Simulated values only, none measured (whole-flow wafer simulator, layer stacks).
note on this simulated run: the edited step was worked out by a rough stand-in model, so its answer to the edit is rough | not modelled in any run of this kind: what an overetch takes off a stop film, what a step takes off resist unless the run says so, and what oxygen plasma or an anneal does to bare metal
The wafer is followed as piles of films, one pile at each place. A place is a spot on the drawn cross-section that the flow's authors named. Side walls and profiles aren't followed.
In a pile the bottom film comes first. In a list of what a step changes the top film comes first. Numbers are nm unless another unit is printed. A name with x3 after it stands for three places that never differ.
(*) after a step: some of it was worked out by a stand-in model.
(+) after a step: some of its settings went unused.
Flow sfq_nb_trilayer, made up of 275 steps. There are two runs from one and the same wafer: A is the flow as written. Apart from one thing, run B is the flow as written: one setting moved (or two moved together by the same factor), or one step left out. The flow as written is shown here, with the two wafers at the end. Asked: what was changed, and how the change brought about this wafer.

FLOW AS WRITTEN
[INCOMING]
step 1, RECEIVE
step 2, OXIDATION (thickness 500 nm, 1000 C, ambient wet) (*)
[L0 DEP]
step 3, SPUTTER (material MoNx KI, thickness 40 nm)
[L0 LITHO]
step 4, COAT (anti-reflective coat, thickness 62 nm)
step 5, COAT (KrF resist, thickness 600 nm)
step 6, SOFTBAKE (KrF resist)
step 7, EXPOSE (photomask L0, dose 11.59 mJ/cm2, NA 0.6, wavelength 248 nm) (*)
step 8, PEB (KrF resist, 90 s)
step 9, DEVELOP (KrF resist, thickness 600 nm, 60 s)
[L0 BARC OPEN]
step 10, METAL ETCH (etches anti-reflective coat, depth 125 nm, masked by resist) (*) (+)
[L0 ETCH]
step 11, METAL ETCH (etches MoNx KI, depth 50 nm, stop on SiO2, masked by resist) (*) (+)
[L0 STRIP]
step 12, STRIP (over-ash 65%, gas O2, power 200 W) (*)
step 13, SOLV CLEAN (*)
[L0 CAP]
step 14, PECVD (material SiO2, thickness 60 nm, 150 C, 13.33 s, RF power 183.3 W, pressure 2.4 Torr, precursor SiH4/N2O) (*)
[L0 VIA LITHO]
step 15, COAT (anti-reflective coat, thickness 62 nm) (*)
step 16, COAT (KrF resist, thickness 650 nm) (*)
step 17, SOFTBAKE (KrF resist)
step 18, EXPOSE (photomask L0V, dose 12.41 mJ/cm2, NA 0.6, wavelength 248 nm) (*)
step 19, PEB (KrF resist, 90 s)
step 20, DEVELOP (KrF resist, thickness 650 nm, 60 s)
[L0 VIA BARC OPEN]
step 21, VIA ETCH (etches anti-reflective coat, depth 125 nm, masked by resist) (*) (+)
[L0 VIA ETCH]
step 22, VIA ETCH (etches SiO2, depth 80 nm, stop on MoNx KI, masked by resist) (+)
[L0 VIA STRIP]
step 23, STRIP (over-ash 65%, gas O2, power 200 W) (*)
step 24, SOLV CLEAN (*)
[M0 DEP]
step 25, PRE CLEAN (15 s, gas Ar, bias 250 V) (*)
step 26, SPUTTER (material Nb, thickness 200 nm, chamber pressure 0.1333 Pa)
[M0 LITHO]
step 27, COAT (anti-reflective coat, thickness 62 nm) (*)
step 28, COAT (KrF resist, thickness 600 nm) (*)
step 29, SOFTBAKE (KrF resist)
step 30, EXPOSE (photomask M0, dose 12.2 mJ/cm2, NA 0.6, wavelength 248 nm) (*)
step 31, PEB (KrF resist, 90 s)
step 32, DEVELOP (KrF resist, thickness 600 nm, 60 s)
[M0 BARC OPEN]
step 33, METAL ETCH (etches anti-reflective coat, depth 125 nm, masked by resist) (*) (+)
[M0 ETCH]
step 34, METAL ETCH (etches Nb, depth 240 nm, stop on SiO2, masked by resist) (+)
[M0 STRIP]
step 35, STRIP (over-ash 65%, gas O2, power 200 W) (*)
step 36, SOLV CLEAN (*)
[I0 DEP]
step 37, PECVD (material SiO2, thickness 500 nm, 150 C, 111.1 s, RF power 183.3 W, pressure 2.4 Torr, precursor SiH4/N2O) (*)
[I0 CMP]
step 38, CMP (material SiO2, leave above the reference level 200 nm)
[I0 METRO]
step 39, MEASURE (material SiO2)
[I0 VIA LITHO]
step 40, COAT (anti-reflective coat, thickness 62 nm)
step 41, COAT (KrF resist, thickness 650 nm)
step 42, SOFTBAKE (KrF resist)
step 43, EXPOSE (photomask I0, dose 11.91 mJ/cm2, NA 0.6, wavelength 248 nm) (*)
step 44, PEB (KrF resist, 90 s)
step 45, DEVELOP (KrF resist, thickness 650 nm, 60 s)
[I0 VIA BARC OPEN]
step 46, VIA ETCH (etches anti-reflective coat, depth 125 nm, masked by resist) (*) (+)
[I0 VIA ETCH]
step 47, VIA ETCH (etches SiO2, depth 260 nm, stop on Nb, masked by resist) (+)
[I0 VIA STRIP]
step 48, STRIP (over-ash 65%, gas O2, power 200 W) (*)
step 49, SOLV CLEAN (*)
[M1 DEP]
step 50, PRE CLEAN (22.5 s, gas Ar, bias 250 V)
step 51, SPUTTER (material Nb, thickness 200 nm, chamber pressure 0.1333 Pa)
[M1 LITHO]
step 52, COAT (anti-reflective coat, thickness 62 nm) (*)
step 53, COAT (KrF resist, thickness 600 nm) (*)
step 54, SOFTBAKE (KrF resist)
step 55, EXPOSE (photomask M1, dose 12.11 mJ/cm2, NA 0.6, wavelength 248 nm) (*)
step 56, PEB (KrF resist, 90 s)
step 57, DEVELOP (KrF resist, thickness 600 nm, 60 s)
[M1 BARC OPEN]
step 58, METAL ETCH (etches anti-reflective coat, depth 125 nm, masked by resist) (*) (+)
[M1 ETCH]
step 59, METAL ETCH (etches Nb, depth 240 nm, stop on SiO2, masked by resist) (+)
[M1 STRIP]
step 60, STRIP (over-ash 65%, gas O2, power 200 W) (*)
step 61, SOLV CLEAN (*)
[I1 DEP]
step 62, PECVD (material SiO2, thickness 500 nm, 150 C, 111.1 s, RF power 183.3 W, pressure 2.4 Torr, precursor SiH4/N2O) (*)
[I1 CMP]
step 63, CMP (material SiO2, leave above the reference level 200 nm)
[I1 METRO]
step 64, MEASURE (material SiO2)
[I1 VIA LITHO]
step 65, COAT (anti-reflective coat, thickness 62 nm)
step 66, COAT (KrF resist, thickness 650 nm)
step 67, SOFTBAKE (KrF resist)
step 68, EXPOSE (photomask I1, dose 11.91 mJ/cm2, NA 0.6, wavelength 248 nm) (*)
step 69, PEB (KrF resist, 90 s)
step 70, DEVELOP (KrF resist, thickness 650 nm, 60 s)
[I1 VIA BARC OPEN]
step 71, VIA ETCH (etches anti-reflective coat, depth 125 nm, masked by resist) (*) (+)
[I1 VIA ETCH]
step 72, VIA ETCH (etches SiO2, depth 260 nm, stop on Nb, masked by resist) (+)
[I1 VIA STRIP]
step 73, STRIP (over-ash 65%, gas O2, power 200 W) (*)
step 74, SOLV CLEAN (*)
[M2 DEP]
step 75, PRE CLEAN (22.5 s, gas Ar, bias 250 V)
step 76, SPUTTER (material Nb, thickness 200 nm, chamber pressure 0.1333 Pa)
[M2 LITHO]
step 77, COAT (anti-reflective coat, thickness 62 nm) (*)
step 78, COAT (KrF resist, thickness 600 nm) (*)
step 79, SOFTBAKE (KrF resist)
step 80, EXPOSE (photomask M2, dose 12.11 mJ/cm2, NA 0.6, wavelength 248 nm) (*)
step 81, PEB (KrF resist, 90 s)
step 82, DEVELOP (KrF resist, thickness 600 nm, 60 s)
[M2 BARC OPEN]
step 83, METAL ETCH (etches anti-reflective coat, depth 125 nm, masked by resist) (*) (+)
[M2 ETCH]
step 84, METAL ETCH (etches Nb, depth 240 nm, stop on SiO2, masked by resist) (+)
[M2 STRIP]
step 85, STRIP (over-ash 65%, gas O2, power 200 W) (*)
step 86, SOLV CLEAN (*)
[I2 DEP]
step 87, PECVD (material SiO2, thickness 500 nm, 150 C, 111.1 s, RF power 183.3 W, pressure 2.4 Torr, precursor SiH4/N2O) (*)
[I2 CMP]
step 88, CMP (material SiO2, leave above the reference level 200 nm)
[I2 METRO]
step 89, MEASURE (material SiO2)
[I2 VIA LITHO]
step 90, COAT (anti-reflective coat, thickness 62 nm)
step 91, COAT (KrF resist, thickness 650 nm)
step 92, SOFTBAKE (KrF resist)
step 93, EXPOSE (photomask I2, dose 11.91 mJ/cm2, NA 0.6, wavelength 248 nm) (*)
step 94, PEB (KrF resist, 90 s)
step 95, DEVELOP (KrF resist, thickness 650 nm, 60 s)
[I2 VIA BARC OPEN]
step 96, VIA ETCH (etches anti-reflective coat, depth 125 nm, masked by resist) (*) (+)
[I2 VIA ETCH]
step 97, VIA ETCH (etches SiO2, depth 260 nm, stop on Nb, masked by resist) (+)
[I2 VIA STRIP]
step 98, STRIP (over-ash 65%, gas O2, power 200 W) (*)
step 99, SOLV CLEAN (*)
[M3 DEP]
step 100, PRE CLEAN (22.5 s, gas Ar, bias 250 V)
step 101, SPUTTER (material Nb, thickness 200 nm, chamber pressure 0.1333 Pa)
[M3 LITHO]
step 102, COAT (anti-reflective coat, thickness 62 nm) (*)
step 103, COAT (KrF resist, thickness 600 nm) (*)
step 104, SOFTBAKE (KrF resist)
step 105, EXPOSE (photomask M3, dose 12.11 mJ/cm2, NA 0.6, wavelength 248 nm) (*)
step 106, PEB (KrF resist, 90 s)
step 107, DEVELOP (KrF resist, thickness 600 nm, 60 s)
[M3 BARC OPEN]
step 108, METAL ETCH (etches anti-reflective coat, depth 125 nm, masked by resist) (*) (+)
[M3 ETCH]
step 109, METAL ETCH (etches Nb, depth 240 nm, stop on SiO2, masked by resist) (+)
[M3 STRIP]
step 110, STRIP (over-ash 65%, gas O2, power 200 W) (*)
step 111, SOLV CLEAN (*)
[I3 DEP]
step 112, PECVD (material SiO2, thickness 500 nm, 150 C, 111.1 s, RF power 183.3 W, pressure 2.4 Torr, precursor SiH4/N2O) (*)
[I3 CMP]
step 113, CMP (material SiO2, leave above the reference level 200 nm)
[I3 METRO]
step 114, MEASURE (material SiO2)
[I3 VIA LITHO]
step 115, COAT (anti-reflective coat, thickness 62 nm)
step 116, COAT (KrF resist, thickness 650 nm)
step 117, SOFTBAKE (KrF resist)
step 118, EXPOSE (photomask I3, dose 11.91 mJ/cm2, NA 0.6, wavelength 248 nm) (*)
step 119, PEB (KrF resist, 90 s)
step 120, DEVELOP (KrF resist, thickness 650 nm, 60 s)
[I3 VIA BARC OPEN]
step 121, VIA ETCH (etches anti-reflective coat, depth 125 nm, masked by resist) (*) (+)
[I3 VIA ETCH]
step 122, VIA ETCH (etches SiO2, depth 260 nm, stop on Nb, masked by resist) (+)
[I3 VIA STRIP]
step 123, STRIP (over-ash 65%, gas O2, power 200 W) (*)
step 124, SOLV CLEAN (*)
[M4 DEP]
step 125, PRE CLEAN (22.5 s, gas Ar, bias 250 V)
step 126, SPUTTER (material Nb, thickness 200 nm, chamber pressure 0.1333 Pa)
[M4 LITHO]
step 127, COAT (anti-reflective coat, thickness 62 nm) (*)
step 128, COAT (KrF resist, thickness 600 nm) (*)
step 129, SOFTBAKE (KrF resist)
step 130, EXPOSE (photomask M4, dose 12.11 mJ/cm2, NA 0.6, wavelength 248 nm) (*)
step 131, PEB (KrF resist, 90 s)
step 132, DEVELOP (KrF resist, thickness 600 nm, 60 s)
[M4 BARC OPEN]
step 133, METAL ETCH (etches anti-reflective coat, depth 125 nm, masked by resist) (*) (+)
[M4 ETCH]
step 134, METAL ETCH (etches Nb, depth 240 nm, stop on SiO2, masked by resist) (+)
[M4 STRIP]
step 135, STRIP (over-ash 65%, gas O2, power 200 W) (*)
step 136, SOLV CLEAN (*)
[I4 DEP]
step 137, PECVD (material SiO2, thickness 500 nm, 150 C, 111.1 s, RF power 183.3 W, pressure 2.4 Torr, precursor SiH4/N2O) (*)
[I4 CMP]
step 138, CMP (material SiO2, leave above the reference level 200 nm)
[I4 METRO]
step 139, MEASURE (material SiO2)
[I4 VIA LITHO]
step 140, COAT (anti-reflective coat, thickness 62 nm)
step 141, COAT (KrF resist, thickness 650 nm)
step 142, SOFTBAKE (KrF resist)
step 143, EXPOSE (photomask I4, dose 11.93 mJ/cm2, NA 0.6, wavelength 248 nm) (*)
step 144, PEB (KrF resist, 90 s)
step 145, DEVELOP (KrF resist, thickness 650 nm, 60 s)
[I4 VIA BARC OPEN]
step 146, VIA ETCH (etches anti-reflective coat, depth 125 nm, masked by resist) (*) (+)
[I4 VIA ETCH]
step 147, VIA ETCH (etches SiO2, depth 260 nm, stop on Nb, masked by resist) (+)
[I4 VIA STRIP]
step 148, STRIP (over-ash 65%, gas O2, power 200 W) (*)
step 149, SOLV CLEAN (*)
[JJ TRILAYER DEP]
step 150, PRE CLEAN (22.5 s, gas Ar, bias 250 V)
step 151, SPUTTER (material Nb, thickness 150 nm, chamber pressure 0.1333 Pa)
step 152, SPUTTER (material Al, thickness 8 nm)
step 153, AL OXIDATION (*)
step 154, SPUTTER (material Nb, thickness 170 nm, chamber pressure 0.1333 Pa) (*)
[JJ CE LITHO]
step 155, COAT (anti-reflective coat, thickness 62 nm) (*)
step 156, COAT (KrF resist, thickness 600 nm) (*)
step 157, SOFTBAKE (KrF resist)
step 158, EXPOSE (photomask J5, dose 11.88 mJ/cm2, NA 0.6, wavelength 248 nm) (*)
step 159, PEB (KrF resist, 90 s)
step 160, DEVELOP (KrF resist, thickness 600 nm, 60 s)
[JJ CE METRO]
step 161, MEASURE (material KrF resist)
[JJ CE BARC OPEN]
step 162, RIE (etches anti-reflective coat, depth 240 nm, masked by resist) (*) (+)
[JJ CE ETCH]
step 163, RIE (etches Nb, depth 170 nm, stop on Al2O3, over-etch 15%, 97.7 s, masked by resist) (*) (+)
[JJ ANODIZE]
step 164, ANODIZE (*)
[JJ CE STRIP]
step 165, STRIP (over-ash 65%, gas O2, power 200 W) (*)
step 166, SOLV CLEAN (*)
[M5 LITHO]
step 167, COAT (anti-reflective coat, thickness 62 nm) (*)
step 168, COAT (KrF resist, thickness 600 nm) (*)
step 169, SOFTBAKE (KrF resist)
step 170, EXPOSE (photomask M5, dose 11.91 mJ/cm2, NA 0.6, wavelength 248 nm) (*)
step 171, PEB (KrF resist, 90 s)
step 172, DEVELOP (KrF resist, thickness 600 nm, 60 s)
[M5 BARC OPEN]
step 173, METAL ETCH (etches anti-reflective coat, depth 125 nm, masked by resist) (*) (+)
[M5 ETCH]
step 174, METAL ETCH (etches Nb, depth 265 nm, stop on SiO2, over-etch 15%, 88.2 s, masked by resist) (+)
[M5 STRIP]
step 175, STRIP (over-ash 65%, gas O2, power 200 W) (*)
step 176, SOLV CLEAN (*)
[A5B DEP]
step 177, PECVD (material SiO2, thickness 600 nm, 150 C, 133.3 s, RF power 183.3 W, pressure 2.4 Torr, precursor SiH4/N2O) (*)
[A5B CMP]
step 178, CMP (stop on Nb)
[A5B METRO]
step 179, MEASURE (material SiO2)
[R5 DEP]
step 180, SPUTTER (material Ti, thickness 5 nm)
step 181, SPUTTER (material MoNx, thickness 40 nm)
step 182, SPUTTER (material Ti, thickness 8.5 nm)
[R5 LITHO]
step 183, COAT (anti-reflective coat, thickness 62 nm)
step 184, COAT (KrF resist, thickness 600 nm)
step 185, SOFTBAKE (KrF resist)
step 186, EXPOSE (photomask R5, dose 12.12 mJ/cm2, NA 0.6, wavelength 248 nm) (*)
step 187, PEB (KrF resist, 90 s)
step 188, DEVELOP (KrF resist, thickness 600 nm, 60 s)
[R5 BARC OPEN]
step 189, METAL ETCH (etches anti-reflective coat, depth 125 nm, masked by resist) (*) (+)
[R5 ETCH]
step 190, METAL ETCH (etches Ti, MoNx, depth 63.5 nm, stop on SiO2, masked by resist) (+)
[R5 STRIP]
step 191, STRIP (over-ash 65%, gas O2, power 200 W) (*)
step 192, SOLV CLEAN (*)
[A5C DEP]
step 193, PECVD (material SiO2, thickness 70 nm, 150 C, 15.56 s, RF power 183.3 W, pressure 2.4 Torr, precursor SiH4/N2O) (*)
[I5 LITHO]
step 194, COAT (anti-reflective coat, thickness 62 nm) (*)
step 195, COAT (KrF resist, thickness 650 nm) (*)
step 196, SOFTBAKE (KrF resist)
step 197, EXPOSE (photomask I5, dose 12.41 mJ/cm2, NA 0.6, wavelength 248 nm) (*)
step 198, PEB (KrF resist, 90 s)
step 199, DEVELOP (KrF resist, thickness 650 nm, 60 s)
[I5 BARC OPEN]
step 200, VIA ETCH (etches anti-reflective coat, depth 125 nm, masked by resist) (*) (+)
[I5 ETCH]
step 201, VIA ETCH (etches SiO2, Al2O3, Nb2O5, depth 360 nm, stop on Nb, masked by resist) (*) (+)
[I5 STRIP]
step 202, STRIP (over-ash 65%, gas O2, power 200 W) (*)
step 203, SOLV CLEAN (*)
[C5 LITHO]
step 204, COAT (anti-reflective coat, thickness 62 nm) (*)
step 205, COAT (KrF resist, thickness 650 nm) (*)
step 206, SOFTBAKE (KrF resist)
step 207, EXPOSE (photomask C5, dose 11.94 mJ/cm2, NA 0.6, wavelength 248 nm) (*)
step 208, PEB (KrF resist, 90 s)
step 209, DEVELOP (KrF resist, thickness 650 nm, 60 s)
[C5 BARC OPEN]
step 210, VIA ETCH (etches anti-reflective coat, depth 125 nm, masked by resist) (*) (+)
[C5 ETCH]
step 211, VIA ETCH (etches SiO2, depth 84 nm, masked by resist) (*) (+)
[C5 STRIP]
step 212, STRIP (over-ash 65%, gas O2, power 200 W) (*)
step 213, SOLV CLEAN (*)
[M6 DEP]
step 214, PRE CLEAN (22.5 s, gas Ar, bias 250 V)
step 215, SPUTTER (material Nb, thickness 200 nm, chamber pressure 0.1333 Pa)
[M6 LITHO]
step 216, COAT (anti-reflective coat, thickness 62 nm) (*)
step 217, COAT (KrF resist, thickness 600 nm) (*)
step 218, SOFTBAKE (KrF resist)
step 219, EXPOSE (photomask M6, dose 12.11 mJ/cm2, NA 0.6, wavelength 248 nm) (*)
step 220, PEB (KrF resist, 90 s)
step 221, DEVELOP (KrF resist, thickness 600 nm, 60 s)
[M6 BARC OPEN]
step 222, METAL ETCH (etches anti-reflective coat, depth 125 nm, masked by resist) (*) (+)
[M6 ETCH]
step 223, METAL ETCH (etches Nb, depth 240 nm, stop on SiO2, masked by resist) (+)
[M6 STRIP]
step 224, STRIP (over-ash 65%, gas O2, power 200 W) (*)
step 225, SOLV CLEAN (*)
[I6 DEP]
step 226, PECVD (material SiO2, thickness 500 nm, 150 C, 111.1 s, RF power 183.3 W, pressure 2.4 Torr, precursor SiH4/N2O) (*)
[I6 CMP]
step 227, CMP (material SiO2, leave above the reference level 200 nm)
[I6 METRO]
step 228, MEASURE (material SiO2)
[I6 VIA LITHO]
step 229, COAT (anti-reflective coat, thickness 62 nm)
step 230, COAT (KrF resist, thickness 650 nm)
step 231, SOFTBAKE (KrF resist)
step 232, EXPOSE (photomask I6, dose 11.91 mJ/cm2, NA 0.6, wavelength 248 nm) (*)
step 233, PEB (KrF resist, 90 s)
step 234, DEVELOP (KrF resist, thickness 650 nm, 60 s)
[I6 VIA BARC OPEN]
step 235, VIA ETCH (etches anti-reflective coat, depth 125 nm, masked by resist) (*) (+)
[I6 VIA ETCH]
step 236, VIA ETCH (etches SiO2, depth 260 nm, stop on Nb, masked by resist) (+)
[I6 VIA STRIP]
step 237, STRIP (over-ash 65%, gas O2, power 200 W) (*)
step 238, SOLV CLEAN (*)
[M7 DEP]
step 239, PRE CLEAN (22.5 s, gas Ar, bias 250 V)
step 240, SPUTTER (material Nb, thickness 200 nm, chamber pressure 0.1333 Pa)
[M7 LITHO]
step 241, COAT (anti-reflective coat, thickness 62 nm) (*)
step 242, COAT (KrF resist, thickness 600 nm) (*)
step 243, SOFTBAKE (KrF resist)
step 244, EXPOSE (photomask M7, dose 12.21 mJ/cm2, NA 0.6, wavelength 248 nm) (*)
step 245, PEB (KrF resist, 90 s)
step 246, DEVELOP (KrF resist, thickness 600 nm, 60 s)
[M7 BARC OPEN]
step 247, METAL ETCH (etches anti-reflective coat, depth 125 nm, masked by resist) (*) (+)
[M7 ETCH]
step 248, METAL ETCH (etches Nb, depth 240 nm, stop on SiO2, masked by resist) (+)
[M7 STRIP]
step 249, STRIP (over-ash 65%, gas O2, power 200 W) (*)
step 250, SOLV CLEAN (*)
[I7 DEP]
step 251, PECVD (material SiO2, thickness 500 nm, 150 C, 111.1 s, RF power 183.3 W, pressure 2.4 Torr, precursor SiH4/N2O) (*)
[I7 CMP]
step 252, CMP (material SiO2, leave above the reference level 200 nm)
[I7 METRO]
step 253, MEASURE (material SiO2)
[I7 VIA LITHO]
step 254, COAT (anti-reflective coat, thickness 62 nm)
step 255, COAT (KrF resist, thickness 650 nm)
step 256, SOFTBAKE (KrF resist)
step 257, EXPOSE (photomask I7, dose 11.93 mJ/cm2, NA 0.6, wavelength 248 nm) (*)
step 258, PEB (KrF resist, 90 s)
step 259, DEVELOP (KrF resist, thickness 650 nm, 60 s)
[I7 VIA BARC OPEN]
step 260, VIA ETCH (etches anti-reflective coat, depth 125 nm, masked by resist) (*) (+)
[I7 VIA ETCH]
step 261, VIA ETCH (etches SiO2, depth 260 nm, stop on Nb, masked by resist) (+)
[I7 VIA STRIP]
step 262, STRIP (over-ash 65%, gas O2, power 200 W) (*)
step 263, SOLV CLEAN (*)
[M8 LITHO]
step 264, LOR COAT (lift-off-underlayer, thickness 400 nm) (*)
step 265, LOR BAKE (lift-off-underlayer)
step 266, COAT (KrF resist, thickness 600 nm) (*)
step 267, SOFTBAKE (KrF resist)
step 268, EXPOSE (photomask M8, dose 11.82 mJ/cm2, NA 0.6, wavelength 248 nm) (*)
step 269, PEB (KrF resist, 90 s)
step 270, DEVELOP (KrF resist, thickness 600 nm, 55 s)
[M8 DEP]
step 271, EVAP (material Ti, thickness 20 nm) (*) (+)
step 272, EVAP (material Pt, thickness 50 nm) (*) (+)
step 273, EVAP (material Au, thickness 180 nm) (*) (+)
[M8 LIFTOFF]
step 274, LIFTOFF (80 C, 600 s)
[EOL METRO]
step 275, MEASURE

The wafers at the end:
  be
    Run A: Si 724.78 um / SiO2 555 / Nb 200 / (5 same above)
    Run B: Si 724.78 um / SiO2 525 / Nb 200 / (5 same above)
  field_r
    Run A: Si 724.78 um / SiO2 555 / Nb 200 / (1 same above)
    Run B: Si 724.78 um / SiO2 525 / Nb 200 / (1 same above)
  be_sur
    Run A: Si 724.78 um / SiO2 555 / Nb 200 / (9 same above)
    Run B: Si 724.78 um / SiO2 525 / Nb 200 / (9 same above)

What caused this: step 14, PECVD: thickness 30 nm was run, while the flow as written has thickness 60 nm; step 14, PECVD: 6.667 s was run, where the flow has 13.33 s.

How this came from the change, step by step:
  step 14, PECVD (material SiO2, thickness 60 nm, 150 C, 13.33 s, RF power 183.3 W, pressure 2.4 Torr, precursor SiH4/N2O) (*)
      v_sur, via_wl, via_w and 97 more: A +60 SiO2 | B +30 SiO2
      field_l, l0_sur, l0v, l0r_line_l, l0r_line_c, l0r_line_r: A +60 SiO2 (new film) | B +30 SiO2 (new film)
  step 22, VIA ETCH (etches SiO2, depth 80 nm, stop on MoNx KI, masked by resist) (+)
      field_l, v_sur, via_wl and 102 more: A -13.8 KrF resist | B -7.72 KrF resist
      l0v: A -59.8 SiO2 (all of it) | B -29.8 SiO2 (all of it)
  step 26, SPUTTER (material Nb, thickness 200 nm, chamber pressure 0.1333 Pa)
      l0v: A +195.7 Nb (new film) | B +200 Nb (new film)
  step 27, COAT (anti-reflective coat, thickness 62 nm) (*)
      l0_sur: A +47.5 anti-reflective coat (new film) | B +50.9 anti-reflective coat (new film)
      l0v: A +78 anti-reflective coat (new film) | B +68.7 anti-reflective coat (new film)
  step 28, COAT (KrF resist, thickness 600 nm) (*)
      l0v: A +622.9 KrF resist (new film) | B +604.8 KrF resist (new film)
  step 35, STRIP (over-ash 65%, gas O2, power 200 W) (*)
      l0_sur: A -372 KrF resist (all of it), -47.5 anti-reflective coat (all of it) | B -373.6 KrF resist (all of it), -50.9 anti-reflective coat (all of it)
      l0v: A -405.3 KrF resist (all of it), -78 anti-reflective coat (all of it) | B -387.2 KrF resist (all of it), -68.7 anti-reflective coat (all of it)
  step 38, CMP (material SiO2, leave above the reference level 200 nm)
      l0v: A -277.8 SiO2 | B -312.1 SiO2
